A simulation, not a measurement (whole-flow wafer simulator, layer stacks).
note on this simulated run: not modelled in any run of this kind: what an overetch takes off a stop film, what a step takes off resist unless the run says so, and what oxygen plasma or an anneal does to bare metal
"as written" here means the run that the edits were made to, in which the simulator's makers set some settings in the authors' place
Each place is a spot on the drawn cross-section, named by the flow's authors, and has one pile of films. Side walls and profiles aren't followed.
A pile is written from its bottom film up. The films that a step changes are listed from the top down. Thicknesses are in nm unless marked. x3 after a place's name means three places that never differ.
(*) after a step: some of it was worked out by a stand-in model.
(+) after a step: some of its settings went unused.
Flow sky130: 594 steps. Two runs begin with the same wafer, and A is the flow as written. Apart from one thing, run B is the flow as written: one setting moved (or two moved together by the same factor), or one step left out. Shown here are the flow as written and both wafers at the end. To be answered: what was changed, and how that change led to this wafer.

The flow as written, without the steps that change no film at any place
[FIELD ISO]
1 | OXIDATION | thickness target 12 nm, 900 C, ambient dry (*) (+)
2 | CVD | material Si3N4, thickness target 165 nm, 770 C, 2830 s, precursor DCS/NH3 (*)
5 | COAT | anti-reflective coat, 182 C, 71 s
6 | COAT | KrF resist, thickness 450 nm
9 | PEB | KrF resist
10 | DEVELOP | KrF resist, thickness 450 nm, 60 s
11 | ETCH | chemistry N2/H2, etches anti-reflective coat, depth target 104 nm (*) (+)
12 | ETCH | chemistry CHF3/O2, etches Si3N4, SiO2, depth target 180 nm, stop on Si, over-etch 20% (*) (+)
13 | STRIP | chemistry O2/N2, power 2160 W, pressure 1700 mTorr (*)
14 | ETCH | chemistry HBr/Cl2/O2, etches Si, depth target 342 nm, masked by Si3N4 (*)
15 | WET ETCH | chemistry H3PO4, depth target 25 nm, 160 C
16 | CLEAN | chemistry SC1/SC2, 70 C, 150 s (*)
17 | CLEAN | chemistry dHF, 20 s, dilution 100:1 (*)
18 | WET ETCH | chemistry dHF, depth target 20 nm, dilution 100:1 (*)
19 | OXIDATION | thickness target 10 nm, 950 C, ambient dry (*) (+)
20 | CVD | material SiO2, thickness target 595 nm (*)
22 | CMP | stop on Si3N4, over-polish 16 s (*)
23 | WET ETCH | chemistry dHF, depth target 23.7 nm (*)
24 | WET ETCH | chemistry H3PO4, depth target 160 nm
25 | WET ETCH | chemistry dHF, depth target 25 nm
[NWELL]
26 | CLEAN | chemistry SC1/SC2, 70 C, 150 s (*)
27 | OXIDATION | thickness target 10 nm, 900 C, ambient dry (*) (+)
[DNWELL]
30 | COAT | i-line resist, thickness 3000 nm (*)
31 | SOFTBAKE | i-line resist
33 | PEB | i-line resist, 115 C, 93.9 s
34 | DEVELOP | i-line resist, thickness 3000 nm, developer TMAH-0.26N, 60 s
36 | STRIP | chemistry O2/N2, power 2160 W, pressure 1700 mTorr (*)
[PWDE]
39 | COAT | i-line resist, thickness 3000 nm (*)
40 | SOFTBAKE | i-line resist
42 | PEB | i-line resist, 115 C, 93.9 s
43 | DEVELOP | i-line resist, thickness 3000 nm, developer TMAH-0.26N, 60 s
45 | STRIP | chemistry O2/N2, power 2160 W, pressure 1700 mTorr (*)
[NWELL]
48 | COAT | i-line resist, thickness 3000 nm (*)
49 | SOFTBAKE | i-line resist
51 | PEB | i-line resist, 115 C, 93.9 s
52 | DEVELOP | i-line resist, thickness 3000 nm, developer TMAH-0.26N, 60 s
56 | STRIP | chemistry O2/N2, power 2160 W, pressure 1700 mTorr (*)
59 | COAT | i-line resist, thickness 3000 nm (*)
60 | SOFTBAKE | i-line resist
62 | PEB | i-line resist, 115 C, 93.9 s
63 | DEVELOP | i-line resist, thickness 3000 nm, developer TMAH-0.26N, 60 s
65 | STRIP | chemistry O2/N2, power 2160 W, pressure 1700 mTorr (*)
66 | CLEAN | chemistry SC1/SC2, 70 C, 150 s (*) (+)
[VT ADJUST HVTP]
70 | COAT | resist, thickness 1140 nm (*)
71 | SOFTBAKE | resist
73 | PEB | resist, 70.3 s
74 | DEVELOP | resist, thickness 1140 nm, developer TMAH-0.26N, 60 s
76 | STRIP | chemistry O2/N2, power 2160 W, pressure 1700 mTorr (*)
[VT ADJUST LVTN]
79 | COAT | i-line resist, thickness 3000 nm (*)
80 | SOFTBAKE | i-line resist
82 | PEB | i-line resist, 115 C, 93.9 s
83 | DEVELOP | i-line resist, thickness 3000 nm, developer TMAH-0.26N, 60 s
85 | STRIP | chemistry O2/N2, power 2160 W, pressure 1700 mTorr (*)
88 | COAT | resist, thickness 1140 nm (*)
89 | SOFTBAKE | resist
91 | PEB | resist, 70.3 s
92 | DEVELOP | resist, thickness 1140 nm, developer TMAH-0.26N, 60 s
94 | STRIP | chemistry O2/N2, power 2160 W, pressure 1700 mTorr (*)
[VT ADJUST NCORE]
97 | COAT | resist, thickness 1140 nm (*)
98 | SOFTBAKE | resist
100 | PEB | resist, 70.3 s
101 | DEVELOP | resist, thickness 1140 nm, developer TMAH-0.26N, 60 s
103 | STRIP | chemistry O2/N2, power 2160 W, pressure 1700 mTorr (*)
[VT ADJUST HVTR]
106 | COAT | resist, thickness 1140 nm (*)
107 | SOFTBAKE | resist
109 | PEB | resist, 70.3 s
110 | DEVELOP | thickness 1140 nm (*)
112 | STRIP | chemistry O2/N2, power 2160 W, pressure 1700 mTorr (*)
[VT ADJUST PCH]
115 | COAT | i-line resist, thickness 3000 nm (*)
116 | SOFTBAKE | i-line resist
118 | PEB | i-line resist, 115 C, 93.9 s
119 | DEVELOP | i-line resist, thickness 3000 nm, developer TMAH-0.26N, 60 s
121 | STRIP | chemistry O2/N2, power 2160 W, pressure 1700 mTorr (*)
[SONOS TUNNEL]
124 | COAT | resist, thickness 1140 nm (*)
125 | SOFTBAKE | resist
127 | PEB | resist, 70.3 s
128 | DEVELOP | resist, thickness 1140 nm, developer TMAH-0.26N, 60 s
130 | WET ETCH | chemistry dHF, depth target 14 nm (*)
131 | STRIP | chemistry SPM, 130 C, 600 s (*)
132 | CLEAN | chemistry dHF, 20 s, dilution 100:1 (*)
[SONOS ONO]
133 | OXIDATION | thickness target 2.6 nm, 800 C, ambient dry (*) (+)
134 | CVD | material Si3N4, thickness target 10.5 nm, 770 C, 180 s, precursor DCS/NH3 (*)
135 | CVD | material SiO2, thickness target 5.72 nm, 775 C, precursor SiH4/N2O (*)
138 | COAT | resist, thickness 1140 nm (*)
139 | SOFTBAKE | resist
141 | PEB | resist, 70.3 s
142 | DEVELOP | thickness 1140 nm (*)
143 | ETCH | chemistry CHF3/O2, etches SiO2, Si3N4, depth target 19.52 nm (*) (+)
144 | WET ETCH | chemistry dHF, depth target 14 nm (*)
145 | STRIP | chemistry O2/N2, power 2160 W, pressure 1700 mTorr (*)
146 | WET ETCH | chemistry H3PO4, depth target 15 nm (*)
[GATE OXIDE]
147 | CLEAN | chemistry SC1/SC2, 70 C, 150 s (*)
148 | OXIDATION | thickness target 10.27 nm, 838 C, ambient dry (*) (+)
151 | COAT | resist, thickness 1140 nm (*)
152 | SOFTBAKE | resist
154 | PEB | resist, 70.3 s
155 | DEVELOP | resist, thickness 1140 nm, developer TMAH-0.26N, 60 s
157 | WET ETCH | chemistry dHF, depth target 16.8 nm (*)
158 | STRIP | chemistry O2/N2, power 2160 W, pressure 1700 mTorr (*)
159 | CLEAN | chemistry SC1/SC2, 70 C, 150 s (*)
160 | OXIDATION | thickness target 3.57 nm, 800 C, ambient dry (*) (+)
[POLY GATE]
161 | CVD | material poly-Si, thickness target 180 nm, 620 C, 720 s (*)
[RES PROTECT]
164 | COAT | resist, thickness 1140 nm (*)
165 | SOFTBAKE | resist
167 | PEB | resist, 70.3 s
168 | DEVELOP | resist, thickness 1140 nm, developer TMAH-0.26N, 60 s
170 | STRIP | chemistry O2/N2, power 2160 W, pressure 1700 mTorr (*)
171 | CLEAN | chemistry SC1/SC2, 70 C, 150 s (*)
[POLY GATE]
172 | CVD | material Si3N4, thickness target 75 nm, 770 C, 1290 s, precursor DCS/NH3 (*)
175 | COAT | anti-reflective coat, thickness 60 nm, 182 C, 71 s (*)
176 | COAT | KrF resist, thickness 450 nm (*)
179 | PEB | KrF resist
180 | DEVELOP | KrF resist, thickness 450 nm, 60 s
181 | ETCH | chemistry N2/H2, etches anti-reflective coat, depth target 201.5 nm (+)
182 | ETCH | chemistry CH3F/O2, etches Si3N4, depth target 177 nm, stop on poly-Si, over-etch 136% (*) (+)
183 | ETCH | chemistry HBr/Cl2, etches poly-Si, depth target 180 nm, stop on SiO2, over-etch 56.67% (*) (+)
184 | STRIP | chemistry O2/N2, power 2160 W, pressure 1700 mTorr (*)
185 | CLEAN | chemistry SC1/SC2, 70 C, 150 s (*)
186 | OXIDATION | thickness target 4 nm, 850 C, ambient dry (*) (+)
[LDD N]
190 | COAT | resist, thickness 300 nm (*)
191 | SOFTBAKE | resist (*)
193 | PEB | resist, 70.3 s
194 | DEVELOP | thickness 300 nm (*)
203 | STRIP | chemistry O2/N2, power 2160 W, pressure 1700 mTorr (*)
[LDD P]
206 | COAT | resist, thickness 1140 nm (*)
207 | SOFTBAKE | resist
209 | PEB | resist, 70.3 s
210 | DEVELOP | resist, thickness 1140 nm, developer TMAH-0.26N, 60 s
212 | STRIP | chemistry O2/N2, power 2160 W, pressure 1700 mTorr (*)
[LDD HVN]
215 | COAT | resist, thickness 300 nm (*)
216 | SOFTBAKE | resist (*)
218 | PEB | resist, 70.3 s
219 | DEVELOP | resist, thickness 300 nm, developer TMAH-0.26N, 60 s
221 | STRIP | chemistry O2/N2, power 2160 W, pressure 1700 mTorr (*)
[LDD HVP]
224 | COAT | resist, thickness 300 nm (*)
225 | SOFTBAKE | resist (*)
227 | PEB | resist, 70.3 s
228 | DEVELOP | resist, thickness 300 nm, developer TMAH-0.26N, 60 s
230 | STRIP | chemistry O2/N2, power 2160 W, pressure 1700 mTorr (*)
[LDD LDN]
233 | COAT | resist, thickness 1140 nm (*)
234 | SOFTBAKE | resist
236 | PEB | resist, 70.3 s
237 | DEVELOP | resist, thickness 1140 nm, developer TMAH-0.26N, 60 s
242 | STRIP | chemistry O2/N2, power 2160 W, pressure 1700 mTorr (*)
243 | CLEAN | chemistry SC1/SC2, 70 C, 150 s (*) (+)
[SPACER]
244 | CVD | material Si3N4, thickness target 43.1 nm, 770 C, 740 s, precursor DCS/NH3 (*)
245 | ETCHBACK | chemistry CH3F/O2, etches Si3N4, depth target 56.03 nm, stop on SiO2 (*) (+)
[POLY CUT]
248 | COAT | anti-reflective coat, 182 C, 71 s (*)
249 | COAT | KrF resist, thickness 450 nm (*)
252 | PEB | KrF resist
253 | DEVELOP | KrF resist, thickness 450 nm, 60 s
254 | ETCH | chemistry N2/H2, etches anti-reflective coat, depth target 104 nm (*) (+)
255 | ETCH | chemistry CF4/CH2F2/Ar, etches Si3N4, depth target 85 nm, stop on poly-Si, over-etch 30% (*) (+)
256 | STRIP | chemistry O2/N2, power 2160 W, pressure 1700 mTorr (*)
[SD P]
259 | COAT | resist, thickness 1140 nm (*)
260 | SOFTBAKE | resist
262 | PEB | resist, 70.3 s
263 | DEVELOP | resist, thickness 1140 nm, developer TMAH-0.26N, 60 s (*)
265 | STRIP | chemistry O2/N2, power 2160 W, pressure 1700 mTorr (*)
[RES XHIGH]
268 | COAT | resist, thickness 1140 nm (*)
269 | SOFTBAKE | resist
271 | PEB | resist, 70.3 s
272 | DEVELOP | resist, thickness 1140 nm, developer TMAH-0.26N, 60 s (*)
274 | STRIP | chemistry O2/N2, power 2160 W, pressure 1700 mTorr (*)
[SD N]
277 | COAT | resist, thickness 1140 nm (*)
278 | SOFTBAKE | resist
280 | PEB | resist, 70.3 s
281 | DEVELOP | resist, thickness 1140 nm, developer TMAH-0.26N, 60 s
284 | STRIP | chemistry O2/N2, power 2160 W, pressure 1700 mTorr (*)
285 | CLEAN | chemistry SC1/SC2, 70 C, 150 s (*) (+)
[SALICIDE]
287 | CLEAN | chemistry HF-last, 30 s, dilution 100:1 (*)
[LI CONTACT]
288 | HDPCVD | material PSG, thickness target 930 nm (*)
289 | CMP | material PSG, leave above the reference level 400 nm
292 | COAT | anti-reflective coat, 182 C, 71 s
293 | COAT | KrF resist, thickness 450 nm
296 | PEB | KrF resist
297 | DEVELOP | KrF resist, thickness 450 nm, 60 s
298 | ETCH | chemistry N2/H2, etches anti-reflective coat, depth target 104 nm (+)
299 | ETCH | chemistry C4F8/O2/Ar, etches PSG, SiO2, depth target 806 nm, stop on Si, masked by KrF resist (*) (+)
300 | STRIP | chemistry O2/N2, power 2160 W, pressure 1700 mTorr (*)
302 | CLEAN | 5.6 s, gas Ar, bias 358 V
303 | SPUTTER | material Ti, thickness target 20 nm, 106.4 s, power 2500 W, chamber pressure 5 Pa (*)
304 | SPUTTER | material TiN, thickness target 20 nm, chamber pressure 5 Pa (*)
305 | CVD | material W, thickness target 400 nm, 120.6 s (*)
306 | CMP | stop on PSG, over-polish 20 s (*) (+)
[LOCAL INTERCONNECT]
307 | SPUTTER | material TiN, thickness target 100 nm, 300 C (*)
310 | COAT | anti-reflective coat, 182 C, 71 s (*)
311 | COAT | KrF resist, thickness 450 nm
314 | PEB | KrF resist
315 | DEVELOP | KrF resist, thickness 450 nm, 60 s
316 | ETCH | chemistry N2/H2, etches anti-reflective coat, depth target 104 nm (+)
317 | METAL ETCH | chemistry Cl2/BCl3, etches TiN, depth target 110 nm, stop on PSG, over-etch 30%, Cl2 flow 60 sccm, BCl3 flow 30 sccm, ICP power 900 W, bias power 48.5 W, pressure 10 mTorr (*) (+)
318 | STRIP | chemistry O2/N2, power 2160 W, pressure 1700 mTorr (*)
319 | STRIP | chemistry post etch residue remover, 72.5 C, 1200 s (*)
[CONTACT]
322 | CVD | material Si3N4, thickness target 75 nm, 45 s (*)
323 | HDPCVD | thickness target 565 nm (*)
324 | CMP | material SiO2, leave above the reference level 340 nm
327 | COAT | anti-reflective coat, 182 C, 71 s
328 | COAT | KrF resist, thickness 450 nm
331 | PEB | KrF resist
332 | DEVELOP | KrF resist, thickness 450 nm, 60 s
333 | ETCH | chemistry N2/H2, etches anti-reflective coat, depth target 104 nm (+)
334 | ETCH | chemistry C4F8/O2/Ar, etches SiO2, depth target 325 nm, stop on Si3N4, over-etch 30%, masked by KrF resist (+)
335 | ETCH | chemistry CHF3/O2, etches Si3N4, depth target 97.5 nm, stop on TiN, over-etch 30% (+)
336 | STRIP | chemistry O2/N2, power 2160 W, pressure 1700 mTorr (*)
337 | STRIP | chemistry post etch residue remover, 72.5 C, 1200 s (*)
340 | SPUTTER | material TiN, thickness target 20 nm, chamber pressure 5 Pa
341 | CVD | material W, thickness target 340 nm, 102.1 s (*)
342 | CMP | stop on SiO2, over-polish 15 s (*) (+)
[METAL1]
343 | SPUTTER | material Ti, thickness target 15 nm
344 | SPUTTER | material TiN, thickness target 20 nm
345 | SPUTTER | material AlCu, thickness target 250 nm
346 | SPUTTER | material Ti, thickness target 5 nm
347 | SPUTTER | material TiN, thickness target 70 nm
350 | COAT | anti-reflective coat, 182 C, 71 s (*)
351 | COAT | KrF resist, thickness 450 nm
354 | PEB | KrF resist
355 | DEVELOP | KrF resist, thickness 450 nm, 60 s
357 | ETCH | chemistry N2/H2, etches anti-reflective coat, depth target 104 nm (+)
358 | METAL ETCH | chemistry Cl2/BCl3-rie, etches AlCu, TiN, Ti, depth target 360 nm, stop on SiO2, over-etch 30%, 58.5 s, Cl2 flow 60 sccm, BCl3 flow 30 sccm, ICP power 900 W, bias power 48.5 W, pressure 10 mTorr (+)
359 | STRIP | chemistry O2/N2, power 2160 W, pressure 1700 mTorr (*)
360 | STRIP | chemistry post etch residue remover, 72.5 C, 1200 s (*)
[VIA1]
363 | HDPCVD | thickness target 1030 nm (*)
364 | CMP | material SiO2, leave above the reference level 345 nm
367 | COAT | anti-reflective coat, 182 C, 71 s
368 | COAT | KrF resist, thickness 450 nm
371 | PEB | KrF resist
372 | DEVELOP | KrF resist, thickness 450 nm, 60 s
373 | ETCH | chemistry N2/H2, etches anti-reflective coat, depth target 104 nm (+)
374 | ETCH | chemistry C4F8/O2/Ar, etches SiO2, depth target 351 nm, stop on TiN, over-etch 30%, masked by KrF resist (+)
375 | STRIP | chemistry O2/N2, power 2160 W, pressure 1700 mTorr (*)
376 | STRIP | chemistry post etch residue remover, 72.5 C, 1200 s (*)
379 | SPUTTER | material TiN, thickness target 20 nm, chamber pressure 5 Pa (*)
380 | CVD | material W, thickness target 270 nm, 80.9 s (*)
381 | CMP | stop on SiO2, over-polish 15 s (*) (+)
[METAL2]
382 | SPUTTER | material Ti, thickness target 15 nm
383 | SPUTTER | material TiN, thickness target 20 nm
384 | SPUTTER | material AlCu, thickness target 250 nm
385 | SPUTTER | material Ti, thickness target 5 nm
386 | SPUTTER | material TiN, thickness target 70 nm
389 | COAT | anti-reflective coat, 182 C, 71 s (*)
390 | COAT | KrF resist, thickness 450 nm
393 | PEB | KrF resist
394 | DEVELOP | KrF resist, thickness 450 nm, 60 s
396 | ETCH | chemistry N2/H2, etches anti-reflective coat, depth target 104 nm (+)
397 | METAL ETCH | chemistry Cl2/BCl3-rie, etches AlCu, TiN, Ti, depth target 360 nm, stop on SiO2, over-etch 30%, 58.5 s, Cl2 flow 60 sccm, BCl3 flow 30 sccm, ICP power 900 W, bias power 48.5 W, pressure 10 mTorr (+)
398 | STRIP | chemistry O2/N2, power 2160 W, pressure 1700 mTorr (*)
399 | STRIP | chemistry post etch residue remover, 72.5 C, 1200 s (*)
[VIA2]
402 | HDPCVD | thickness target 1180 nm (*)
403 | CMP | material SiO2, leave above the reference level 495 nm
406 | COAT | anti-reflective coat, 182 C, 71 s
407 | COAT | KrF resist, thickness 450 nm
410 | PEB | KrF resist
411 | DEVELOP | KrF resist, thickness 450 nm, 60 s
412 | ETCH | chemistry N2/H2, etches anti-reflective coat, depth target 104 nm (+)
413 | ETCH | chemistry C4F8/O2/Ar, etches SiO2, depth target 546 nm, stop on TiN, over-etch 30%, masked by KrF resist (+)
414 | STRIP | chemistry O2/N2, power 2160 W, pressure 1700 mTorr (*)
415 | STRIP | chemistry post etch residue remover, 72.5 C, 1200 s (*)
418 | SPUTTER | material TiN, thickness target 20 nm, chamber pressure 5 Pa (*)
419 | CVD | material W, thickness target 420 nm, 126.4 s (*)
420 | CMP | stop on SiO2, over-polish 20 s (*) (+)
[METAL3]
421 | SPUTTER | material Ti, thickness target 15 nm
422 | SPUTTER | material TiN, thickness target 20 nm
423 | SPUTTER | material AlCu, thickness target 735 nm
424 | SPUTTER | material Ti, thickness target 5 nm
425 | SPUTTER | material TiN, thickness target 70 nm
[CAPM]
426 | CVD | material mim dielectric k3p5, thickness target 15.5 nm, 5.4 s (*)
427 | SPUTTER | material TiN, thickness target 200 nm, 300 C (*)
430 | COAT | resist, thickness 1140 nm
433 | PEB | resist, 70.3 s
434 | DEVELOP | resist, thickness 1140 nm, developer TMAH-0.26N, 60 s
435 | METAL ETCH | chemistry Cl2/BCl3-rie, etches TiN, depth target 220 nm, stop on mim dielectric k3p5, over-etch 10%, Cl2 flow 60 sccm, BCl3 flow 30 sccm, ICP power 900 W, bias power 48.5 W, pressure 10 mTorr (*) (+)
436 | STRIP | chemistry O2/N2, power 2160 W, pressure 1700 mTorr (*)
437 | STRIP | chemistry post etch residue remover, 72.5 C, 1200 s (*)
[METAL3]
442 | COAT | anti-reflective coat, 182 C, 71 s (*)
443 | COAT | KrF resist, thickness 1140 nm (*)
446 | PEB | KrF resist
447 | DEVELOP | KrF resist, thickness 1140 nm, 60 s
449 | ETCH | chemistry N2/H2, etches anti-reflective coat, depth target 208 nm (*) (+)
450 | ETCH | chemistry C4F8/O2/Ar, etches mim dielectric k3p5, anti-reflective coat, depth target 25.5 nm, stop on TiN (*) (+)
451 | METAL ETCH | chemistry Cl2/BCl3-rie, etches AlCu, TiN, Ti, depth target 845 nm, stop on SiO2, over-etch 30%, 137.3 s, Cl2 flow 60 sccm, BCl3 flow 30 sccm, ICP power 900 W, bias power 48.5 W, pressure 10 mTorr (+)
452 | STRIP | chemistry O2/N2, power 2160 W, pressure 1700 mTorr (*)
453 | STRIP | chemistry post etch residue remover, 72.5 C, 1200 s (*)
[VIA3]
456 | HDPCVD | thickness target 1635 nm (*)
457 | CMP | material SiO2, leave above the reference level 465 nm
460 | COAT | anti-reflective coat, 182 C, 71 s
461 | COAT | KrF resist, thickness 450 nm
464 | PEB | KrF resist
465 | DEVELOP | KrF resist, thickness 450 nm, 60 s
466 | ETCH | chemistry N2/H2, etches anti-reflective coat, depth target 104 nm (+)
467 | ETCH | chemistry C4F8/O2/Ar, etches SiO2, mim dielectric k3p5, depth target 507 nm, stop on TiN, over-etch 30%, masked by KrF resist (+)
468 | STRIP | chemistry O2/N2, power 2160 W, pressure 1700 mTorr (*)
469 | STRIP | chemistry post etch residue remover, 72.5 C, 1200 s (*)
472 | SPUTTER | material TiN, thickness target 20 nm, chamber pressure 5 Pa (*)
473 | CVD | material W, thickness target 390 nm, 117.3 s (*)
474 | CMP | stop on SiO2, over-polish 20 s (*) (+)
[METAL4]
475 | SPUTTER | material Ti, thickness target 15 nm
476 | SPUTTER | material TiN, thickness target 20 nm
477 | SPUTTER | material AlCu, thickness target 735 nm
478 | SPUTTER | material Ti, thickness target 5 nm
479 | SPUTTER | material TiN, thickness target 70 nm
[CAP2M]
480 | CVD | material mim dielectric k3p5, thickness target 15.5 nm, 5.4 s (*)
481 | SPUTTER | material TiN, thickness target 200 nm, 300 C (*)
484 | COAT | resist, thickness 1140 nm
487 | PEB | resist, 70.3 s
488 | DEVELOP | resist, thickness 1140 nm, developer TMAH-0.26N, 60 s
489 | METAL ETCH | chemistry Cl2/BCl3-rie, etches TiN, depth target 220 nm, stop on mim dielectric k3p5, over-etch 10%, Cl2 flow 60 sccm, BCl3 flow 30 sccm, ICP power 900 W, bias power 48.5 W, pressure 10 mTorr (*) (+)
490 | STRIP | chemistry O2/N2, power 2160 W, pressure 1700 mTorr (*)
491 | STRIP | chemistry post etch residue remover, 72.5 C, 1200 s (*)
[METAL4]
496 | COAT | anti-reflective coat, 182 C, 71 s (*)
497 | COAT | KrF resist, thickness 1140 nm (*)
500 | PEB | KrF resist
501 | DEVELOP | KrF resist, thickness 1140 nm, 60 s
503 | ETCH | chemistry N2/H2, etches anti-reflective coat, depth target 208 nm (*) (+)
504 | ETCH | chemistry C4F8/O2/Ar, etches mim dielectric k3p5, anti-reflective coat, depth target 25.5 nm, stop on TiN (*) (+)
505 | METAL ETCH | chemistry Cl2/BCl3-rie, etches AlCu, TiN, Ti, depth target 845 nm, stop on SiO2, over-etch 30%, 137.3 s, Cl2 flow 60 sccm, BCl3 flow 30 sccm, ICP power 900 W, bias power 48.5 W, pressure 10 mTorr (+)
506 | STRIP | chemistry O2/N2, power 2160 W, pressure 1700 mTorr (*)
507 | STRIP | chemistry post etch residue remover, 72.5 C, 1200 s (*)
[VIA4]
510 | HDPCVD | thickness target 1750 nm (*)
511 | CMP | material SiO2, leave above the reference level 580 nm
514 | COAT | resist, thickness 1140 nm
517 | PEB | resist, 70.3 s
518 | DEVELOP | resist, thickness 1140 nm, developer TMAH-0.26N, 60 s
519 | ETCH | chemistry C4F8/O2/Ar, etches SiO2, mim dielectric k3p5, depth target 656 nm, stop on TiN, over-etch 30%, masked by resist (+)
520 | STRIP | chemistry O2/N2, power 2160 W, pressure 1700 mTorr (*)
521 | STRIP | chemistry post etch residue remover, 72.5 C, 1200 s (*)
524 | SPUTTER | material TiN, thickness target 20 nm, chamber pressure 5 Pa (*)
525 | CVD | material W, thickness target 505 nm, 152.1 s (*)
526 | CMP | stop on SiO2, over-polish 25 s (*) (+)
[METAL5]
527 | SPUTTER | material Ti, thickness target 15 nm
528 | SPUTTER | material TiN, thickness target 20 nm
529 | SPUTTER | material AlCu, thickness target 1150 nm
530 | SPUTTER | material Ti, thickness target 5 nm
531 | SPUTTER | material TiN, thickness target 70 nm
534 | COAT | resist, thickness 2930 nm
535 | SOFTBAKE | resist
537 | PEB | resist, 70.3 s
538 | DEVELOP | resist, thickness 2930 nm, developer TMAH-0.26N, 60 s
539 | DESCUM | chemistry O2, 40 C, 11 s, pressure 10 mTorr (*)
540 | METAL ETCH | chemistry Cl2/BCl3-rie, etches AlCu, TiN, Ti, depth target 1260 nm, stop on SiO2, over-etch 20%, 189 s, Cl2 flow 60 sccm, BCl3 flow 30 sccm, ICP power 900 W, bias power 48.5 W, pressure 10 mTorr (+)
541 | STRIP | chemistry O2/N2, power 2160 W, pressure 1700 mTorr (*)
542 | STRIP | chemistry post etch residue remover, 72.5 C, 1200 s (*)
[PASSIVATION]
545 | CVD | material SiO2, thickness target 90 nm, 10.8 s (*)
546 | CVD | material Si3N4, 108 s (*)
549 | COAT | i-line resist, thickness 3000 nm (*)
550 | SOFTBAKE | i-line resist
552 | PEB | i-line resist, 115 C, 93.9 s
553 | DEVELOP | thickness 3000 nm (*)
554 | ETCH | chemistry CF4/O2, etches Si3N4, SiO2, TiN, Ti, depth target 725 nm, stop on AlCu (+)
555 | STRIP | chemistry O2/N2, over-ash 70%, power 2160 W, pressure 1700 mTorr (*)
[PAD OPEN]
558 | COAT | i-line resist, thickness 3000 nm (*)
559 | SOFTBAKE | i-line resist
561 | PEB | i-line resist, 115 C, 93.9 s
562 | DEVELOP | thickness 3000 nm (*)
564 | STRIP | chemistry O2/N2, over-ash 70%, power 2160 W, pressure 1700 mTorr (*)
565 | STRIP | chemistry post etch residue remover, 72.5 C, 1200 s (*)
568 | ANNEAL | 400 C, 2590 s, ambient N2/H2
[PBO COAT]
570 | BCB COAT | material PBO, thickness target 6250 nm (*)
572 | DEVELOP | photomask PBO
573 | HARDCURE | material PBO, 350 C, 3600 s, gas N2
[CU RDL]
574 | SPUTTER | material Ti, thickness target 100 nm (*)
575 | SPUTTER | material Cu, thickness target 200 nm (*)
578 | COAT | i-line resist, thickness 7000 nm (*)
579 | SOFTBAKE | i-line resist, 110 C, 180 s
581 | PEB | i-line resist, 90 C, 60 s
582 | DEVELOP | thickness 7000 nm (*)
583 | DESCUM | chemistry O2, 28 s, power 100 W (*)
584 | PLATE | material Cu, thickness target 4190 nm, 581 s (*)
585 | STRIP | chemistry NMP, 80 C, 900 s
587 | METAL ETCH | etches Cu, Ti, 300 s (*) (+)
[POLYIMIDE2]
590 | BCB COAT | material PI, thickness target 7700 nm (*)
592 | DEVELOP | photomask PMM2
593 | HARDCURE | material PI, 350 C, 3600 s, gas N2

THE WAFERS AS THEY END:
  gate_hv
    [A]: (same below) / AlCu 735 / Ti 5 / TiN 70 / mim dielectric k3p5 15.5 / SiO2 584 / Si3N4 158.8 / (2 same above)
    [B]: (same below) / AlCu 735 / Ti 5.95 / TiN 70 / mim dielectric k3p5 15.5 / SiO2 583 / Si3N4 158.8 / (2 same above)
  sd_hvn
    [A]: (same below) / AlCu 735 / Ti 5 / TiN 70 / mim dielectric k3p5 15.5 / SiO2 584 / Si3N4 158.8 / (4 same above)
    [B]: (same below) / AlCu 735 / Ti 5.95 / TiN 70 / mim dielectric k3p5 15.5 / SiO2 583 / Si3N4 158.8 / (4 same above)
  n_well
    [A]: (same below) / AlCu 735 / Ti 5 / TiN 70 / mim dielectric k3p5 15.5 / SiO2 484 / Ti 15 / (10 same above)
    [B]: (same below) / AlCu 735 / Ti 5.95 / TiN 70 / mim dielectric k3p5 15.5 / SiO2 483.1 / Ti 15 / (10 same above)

Cause: step 478, SPUTTER: thickness target 5.95 nm was run, whereas the flow has thickness target 5 nm.
The wafer itself shows it: gate_hv has Ti 5.95, and step 478 as written asks for 5 nm.

How this came from the change, step by step:
  478 | SPUTTER | material Ti, thickness target 5 nm
      field, active, n_well and 189 more: A Ti gains 5 (new film) | B Ti gains 5.95 (new film)
  505 | METAL ETCH | chemistry Cl2/BCl3-rie, etches AlCu, TiN, Ti, depth target 845 nm, stop on SiO2, over-etch 30%, 137.3 s, Cl2 flow 60 sccm, BCl3 flow 30 sccm, ICP power 900 W, bias power 48.5 W, pressure 10 mTorr (+)
      field, gate, spacer and 68 more: A TiN loses 70 (all of it), Ti loses 5 (all of it), AlCu loses 735 (all of it), TiN loses 20 (all of it), Ti loses 15 (all of it), SiO2 loses 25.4 | B TiN loses 70 (all of it), Ti loses 5.95 (all of it), AlCu loses 735 (all of it), TiN loses 20 (all of it), Ti loses 15 (all of it), SiO2 loses 25.3
      active, vpp_iso1, mim_edge_plate and 14 more: A TiN loses 70 (all of it), Ti loses 5 (all of it), AlCu loses 735 (all of it), TiN loses 20 (all of it), Ti loses 15 (all of it), SiO2 loses 25.3 | B TiN loses 70 (all of it), Ti loses 5.95 (all of it), AlCu loses 735 (all of it), TiN loses 20 (all of it), Ti loses 15 (all of it), SiO2 loses 25.3
